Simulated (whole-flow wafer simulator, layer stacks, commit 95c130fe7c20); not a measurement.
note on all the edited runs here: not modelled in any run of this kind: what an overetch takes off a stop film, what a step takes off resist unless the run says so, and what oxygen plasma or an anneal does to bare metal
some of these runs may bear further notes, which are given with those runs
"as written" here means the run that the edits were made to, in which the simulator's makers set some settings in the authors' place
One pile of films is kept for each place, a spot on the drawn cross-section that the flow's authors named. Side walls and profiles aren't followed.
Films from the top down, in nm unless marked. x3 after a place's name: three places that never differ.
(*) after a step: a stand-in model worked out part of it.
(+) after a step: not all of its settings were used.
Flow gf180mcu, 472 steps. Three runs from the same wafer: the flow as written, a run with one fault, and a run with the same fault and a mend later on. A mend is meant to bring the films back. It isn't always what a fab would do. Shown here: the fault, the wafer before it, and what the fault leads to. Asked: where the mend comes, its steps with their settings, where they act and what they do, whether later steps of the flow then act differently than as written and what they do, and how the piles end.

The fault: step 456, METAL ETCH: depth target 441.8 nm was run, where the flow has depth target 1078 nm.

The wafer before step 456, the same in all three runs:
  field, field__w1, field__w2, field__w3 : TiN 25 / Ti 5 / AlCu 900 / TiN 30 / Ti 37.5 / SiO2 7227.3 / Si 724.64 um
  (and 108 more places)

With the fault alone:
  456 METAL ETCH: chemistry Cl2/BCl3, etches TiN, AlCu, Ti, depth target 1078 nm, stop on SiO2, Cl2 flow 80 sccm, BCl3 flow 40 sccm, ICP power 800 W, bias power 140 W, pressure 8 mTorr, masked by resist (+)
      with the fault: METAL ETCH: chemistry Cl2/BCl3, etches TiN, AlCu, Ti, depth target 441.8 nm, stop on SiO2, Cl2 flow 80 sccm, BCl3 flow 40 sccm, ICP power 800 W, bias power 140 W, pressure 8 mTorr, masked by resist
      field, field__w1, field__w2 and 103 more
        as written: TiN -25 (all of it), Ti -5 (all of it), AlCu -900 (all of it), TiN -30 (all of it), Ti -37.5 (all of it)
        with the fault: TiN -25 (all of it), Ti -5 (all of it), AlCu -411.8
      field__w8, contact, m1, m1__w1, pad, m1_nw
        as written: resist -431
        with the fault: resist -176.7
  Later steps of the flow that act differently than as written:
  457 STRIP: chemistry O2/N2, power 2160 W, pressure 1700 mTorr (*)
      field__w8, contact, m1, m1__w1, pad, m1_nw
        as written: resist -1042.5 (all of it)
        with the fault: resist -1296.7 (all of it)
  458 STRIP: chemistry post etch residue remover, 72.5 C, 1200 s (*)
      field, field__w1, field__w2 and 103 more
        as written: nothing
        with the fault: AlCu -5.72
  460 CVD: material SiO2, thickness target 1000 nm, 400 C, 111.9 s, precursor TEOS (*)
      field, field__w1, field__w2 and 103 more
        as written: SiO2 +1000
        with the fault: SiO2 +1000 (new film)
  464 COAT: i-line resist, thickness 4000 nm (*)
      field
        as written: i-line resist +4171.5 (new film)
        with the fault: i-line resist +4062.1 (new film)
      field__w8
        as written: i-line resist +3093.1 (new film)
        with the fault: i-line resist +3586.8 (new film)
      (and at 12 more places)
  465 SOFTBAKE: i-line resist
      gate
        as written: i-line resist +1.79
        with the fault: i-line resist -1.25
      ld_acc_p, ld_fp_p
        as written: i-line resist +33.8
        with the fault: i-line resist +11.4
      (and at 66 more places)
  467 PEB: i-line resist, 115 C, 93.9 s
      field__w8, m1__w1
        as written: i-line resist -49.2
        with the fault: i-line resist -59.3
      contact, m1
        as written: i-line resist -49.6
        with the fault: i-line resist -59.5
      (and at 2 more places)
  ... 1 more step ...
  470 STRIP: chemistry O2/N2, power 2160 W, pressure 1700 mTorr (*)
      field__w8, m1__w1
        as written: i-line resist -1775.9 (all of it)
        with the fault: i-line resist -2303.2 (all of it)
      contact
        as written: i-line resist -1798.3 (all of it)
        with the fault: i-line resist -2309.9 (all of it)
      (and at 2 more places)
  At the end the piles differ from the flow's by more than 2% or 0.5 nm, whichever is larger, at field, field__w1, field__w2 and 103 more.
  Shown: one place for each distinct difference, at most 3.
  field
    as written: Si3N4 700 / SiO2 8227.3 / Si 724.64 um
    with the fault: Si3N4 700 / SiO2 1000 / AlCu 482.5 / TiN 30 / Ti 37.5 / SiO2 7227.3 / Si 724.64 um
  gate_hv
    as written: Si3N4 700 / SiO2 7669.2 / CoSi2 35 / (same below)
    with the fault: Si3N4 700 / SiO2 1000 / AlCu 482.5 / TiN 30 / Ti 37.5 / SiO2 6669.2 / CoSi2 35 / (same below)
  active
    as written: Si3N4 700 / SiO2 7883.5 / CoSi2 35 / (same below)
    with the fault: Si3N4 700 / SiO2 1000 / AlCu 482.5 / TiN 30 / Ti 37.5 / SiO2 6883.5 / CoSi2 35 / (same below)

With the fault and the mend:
  The mend comes after step 456.
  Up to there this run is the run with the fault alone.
  456a METAL ETCH: chemistry Cl2/BCl3, etches TiN, AlCu, Ti, depth target 635.7 nm, stop on SiO2, Cl2 flow 80 sccm, BCl3 flow 40 sccm, ICP power 800 W, bias power 140 W, pressure 8 mTorr, masked by resist (+) (the flow's step 456 once more, with other settings)
      field, field__w1, field__w2 and 103 more
        AlCu -488.2 (all of it), TiN -30 (all of it), Ti -37.5 (all of it)
      field__w8, contact, m1, m1__w1, pad, m1_nw
        resist -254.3
  No later step of the flow acts differently than as written at any place that is followed.
  At the end the piles are the same as the flow's at every place that both follow.
